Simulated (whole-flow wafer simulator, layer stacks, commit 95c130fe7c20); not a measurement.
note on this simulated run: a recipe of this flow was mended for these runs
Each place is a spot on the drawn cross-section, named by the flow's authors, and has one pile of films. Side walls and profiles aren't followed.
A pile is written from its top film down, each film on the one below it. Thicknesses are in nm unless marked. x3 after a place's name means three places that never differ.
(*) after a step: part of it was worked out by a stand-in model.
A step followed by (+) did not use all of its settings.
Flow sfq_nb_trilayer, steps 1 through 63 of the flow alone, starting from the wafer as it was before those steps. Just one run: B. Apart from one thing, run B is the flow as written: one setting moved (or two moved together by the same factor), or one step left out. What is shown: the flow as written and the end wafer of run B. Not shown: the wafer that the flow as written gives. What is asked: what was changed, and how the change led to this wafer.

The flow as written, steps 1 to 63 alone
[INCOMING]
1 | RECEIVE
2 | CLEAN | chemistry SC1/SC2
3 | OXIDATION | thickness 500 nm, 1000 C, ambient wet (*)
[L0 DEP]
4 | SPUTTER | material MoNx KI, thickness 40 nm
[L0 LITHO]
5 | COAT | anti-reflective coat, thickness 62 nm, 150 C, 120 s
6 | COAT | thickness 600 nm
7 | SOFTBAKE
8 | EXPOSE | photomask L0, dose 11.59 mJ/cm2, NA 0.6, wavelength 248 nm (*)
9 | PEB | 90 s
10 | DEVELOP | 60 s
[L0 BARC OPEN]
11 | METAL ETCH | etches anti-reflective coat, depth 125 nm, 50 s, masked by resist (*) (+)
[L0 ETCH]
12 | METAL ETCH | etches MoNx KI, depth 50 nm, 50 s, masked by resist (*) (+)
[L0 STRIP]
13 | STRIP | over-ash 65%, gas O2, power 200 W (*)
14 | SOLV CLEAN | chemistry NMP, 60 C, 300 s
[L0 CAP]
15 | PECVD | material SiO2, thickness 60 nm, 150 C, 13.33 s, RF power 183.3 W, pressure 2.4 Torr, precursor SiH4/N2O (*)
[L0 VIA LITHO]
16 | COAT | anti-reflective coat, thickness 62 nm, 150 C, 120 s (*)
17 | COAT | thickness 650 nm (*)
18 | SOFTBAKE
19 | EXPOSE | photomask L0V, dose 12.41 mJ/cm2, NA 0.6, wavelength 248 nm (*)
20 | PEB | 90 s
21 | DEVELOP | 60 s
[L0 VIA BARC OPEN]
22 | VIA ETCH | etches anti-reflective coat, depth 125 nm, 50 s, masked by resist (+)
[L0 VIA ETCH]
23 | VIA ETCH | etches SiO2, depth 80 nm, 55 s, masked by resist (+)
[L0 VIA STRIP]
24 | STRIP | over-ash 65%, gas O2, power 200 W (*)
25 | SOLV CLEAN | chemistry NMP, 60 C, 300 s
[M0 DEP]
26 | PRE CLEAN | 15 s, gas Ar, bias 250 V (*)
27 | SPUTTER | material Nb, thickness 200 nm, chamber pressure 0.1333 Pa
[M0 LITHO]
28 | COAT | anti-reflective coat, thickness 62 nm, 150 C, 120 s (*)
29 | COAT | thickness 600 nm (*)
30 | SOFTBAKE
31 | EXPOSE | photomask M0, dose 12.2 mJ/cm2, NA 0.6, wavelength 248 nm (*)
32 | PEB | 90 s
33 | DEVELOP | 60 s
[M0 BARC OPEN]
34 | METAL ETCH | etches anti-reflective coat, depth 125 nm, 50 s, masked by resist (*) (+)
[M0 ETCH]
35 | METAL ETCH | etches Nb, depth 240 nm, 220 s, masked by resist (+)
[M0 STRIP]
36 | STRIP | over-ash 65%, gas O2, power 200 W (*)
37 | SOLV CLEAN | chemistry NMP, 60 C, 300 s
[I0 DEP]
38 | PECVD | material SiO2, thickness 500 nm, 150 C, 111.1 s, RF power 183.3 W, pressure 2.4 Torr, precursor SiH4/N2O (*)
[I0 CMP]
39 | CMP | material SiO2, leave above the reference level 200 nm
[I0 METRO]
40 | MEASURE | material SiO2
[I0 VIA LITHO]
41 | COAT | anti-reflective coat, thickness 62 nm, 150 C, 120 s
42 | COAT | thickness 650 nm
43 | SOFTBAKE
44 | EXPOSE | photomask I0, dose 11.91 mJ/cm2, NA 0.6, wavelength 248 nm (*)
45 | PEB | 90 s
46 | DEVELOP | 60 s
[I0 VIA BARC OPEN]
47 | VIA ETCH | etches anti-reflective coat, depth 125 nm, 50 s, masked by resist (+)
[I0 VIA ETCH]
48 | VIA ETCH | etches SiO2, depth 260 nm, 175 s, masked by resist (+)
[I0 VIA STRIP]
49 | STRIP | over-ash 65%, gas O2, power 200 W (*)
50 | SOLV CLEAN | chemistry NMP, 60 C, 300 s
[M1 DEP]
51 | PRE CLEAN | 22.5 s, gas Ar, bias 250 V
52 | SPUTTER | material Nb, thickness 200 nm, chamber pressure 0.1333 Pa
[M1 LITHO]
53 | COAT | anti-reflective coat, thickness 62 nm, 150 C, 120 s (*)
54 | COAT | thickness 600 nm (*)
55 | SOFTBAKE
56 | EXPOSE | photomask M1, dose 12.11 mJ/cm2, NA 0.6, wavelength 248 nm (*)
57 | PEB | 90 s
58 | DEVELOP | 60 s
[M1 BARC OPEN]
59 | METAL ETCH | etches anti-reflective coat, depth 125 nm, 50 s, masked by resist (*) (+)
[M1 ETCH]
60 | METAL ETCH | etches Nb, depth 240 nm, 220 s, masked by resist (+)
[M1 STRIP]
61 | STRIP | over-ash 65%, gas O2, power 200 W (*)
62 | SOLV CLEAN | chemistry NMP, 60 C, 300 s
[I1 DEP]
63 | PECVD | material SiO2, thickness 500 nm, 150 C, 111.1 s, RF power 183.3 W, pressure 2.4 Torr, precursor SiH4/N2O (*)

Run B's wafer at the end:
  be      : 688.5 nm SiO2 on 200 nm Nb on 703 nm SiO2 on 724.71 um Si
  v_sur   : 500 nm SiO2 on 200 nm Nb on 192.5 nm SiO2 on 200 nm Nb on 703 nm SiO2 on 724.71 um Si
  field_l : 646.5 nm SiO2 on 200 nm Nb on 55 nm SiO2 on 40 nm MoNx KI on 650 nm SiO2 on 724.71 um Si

What caused this: step 3, OXIDATION: thickness 650 nm was run, whereas the flow has thickness 500 nm.
The wafer lets one read it off: field_l has SiO2 650, and step 3 as written asks for 500 nm.

How this came from the change, step by step:
  3 | OXIDATION | thickness 500 nm, 1000 C, ambient wet (*)
      field_l, v_sur, via_wl and 103 more: SiO2 gains 650 (new film), chemical SiO2 loses 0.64 (all of it), Si loses 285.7 (it would be, as written: SiO2 gains 500 (new film), chemical SiO2 loses 0.64 (all of it), Si loses 219.7)
